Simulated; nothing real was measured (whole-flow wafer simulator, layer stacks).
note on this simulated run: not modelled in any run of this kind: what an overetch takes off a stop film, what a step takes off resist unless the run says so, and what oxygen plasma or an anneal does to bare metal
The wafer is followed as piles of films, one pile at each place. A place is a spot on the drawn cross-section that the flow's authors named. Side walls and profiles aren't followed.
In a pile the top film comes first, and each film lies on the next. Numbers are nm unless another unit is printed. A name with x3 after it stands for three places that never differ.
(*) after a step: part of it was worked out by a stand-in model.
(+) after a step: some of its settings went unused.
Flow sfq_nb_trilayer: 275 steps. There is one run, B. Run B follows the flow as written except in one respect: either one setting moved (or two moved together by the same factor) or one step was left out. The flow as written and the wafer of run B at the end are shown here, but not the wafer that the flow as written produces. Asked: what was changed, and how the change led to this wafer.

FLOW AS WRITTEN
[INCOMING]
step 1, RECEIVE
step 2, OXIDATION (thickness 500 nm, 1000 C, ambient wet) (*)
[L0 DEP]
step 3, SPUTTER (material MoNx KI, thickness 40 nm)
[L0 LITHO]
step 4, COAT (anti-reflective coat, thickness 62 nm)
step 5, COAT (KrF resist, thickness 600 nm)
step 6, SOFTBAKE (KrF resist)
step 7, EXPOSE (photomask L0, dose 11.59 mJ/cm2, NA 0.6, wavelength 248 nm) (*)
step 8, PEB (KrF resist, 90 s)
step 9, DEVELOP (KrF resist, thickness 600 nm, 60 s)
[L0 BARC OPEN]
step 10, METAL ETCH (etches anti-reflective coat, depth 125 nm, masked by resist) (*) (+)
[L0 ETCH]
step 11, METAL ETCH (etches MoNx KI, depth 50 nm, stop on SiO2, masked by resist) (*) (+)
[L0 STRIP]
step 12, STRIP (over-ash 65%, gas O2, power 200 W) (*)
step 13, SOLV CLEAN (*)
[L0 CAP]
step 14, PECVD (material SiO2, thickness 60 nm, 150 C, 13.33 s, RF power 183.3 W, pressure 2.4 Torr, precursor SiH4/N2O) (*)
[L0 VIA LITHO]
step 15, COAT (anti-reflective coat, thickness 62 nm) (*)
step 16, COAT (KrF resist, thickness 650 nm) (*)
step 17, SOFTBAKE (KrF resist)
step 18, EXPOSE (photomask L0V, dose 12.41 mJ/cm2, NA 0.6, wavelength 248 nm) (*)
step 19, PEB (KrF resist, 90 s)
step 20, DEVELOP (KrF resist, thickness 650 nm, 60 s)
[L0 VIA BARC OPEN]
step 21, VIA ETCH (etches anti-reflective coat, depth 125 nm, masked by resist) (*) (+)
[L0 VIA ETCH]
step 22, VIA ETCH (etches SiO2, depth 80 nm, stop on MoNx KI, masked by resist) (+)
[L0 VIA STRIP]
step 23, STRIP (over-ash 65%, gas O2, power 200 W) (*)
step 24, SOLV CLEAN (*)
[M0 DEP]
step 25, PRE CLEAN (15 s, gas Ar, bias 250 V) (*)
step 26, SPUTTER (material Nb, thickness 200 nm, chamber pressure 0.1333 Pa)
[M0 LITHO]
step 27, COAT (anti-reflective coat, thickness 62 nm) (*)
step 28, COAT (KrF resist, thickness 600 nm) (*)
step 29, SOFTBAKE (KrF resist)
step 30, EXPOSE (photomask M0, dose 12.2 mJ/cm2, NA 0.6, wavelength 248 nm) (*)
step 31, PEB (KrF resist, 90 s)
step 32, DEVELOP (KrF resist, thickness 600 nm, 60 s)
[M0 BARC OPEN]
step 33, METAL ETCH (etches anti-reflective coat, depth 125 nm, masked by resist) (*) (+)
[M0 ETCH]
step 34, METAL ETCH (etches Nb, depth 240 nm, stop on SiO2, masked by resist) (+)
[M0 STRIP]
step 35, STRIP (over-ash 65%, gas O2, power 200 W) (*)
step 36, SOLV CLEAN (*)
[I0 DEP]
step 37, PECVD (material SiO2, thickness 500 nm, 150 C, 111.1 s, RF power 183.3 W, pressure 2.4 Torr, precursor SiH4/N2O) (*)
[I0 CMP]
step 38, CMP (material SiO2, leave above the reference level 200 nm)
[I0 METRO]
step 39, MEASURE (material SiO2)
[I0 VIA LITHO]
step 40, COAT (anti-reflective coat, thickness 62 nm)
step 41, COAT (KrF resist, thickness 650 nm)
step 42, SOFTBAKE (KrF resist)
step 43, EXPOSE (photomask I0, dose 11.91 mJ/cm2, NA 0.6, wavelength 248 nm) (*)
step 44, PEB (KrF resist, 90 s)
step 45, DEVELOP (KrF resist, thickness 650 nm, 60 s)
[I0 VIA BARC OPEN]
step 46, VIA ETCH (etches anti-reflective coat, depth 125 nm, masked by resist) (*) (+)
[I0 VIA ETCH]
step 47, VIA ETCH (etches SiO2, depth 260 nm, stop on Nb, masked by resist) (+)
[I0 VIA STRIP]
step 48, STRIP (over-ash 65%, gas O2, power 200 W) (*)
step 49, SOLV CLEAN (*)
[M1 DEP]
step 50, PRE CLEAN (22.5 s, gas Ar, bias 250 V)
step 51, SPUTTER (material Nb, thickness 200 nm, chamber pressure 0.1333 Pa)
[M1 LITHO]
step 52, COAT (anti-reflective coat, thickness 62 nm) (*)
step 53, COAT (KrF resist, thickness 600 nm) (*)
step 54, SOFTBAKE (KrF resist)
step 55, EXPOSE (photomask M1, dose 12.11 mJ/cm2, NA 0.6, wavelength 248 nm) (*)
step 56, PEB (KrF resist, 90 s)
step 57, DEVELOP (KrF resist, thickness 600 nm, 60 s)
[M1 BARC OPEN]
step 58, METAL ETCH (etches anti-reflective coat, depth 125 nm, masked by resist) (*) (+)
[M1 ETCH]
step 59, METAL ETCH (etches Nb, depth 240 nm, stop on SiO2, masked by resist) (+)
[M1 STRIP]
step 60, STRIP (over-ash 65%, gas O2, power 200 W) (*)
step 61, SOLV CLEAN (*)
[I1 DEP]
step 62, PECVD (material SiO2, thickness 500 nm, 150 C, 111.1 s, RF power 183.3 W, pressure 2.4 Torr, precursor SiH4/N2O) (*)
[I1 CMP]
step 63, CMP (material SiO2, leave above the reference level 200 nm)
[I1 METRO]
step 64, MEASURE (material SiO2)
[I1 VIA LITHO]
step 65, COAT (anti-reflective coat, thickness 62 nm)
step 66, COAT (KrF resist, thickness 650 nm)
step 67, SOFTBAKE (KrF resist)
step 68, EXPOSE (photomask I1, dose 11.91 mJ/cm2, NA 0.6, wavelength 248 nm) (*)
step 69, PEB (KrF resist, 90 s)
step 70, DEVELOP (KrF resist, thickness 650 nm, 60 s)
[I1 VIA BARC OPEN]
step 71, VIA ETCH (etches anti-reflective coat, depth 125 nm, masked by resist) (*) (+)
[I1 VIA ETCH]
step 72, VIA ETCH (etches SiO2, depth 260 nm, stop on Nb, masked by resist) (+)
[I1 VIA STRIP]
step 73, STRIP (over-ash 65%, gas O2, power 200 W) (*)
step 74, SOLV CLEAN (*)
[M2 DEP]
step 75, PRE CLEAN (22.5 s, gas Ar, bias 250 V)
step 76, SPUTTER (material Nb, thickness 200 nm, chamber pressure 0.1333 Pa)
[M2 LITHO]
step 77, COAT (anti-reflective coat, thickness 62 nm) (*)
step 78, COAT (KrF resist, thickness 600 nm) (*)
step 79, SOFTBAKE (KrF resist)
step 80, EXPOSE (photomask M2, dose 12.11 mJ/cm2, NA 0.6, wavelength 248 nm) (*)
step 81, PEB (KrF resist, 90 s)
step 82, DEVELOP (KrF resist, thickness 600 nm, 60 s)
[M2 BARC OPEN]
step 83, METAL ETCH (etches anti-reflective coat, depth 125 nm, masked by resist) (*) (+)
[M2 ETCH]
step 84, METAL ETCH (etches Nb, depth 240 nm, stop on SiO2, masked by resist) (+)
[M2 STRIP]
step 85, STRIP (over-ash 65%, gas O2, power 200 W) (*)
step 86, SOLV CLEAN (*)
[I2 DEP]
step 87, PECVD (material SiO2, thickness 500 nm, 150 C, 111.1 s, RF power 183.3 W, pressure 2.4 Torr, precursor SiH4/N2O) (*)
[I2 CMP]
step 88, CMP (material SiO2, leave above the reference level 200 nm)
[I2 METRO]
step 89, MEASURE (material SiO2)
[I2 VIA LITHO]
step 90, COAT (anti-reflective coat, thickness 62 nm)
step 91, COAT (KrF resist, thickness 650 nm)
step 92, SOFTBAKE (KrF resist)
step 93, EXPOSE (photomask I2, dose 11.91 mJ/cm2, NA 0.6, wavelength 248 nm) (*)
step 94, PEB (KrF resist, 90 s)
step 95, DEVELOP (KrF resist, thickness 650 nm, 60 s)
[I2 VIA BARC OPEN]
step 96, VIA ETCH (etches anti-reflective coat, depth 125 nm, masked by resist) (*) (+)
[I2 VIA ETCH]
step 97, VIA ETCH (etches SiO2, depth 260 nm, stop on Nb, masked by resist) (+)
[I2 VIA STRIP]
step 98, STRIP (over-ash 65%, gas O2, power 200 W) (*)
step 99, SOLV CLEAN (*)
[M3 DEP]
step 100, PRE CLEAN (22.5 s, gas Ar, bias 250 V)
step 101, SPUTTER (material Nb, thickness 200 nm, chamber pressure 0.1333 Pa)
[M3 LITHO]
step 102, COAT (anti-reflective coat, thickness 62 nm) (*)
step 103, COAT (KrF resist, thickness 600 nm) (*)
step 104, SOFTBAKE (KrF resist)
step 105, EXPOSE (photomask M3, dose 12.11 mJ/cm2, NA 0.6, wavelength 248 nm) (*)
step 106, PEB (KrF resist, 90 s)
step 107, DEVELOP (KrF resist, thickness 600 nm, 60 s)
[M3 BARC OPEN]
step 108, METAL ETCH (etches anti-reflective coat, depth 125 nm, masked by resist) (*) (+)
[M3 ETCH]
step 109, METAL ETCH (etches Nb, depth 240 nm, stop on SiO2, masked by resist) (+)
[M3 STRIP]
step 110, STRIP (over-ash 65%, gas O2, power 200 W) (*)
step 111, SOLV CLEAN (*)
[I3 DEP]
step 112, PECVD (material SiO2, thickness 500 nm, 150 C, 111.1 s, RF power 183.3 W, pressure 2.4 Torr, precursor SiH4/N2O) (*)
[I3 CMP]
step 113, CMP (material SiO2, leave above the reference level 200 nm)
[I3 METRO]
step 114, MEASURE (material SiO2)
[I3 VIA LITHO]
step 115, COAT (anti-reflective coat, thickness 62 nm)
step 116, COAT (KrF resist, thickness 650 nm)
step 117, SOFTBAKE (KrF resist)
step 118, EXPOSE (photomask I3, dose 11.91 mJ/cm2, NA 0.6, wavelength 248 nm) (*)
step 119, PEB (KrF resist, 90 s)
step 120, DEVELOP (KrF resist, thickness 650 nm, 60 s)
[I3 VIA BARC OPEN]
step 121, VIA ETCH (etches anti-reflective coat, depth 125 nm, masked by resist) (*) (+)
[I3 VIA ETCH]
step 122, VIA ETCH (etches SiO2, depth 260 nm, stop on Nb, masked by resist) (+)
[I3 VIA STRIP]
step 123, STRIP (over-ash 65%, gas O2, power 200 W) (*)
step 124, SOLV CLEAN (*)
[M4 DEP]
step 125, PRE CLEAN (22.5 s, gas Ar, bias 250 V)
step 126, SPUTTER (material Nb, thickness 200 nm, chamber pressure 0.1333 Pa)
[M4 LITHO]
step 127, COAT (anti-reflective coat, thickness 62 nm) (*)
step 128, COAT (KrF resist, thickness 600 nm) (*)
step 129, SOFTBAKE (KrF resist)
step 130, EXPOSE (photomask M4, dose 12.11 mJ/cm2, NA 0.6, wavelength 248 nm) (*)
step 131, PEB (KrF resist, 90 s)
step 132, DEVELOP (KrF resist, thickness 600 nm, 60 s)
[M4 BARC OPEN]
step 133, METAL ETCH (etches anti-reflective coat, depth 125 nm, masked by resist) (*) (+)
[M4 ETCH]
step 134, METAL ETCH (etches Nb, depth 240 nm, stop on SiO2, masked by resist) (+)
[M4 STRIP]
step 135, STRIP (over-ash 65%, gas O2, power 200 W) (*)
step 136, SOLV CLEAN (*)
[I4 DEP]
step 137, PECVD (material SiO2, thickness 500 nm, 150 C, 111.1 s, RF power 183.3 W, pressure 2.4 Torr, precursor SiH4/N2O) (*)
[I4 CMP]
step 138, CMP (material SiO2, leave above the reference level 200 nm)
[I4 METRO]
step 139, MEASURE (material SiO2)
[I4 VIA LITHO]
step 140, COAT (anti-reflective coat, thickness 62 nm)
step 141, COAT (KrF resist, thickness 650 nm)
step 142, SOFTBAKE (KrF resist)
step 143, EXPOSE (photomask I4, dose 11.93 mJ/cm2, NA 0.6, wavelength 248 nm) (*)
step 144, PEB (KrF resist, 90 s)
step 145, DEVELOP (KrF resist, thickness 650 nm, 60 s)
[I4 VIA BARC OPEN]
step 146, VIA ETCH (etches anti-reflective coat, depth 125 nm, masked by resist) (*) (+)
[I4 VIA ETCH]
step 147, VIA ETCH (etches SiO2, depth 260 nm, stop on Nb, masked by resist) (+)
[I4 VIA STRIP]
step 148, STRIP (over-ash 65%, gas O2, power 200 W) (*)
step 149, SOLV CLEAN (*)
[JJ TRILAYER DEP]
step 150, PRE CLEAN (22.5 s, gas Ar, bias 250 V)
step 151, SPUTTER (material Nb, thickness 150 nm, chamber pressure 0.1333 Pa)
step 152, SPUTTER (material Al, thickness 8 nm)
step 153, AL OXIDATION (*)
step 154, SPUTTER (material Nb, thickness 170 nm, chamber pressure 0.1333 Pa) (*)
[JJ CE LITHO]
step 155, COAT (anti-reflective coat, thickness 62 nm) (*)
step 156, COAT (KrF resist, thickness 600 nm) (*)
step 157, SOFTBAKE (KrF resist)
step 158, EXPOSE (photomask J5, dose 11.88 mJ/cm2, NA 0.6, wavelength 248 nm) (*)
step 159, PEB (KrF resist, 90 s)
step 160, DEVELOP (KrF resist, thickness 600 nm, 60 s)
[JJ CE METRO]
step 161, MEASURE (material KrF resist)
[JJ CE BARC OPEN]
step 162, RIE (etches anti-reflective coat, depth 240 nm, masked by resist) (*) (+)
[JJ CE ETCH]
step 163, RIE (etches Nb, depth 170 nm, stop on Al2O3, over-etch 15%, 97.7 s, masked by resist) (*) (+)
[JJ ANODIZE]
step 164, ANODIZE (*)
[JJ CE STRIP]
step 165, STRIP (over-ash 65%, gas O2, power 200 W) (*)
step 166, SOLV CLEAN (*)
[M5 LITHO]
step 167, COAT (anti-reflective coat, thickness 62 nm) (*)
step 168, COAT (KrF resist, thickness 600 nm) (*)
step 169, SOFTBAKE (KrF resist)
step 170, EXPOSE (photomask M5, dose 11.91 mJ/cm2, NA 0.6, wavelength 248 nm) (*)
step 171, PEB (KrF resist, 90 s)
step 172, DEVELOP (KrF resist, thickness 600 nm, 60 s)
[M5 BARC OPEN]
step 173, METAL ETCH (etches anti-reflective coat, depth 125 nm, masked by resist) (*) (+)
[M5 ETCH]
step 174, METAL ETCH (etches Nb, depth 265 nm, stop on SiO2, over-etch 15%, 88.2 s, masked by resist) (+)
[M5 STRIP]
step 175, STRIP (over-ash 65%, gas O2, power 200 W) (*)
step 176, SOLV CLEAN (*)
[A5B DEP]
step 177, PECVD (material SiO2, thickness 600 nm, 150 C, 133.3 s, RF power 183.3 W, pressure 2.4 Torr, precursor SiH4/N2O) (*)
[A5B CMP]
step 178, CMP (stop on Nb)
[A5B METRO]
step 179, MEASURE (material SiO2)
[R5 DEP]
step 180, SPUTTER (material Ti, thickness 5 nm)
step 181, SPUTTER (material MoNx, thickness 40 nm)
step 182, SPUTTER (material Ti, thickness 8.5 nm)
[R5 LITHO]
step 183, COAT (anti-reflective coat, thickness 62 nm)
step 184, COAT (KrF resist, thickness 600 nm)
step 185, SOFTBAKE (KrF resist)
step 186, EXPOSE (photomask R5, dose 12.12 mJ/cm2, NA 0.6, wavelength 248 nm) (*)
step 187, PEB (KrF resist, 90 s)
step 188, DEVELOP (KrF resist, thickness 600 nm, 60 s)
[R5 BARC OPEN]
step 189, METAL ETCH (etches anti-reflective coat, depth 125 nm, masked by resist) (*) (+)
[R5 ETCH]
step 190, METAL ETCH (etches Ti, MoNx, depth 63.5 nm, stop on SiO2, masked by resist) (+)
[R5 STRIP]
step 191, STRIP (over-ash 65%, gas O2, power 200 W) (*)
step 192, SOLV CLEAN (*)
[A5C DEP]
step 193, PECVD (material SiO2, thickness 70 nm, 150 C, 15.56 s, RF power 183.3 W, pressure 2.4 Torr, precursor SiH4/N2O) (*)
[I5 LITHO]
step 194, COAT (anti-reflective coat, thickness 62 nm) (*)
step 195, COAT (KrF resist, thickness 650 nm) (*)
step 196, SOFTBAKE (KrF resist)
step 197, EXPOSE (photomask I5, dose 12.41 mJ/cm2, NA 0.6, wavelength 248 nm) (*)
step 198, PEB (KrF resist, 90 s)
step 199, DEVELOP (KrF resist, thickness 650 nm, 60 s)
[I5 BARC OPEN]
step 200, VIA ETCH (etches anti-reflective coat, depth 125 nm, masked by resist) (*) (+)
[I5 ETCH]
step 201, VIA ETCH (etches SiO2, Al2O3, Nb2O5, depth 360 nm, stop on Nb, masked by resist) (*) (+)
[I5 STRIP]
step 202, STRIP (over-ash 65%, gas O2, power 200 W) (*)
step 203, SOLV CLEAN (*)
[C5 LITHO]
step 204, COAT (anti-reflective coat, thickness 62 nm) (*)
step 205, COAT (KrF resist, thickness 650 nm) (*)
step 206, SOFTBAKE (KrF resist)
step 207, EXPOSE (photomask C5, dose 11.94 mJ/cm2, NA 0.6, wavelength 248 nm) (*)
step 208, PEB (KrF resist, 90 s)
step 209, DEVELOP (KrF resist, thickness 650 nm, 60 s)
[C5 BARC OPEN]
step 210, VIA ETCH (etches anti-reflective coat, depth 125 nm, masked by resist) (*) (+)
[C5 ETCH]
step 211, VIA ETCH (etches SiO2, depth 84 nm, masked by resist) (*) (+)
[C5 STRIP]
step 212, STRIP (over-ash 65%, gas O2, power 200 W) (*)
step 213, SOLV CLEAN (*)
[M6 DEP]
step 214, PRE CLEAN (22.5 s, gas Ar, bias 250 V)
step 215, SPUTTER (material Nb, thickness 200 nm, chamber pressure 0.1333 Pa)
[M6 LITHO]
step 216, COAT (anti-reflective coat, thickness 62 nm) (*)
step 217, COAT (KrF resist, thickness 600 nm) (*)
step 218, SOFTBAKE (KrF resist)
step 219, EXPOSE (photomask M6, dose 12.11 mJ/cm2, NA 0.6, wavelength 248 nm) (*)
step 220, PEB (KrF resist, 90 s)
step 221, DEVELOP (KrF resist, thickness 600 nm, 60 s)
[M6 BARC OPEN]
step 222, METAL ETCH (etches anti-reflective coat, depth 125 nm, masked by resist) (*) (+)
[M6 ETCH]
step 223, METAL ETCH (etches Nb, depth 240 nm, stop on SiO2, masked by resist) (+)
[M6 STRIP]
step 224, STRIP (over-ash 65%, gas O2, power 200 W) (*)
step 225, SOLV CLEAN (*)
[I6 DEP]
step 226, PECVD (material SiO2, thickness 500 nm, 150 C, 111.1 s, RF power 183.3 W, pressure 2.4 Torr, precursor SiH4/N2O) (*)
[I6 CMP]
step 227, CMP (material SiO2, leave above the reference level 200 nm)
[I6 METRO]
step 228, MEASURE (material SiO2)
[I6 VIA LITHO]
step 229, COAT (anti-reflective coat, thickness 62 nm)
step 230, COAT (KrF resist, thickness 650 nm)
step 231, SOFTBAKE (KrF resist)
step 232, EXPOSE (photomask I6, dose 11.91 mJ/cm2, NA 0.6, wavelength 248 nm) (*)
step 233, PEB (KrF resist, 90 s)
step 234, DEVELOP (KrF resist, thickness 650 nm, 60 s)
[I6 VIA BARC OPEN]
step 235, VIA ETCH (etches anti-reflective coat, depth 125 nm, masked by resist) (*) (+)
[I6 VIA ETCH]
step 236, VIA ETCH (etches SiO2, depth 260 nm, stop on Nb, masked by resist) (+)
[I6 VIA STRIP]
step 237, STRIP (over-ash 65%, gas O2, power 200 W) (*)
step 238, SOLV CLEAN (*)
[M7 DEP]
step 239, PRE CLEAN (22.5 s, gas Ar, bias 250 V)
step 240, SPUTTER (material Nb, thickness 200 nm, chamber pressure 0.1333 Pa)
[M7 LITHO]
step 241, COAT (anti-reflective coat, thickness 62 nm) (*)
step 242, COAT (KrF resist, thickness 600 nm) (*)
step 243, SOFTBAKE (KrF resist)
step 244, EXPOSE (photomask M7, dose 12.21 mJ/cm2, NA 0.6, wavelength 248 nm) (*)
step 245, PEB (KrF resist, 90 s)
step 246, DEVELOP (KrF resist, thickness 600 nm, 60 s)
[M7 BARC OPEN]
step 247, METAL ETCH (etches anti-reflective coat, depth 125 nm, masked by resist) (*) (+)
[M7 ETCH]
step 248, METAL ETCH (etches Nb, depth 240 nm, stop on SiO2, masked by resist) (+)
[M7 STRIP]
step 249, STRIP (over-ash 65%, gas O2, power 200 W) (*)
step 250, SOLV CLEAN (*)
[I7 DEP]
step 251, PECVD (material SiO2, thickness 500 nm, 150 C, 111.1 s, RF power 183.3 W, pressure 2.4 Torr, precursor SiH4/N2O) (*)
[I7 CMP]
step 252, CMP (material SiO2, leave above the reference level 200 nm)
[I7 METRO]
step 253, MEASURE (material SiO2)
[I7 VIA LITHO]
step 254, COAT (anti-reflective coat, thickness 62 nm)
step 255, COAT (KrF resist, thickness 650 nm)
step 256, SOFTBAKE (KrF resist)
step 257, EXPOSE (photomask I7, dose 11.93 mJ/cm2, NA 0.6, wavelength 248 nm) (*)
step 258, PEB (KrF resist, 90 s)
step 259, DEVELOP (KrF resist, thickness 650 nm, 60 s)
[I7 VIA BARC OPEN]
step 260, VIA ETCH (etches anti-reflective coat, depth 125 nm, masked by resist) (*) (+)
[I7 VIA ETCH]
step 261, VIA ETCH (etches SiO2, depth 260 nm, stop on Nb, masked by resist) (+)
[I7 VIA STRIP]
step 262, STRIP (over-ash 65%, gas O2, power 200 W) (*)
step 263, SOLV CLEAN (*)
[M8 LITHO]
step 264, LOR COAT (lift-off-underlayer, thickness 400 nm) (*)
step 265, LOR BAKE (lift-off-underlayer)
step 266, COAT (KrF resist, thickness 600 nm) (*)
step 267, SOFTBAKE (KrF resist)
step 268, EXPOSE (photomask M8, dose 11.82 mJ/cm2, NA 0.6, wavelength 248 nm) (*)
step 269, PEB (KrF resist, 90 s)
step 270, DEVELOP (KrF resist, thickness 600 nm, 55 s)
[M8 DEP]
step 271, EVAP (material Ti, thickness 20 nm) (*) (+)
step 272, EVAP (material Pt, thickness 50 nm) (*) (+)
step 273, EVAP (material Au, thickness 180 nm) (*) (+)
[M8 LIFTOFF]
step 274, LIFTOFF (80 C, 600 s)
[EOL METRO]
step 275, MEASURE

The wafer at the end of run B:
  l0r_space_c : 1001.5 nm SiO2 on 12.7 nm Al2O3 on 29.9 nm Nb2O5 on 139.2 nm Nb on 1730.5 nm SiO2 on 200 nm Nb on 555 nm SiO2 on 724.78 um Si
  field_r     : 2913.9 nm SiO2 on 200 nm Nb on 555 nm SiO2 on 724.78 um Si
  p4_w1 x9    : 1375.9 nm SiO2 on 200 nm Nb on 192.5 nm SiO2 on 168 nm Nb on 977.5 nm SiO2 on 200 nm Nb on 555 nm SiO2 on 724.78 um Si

The reason: step 101, SPUTTER: thickness 168 nm was run, whereas the flow has thickness 200 nm.
One can read it off the wafer: p4_w1 x9 has Nb 168, and step 101 as written asks for 200 nm.

Step by step, how the change led to this:
  step 101, SPUTTER (material Nb, thickness 200 nm, chamber pressure 0.1333 Pa)
      field_l, v_sur, via_wl and 102 more: Nb gains 168 (new film) (as written it would have been: Nb gains 200 (new film))
      via_w: Nb gains 138.8 (as written it would have been: Nb gains 165.5)
  step 109, METAL ETCH (etches Nb, depth 240 nm, stop on SiO2, masked by resist) (+)
      field_l, be, be_sur and 72 more: Nb loses 168 (all of it) (as written it would have been: Nb loses 200 (all of it))
  step 112, PECVD (material SiO2, thickness 500 nm, 150 C, 111.1 s, RF power 183.3 W, pressure 2.4 Torr, precursor SiH4/N2O) (*)
      p4_g1 x2, p3_s0 x6: SiO2 gains 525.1 (as written it would have been: SiO2 gains 557.1)
  step 113, CMP (material SiO2, leave above the reference level 200 nm)
      field_l, be, be_sur and 64 more: SiO2 loses 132 (as written it would have been: SiO2 loses 100)
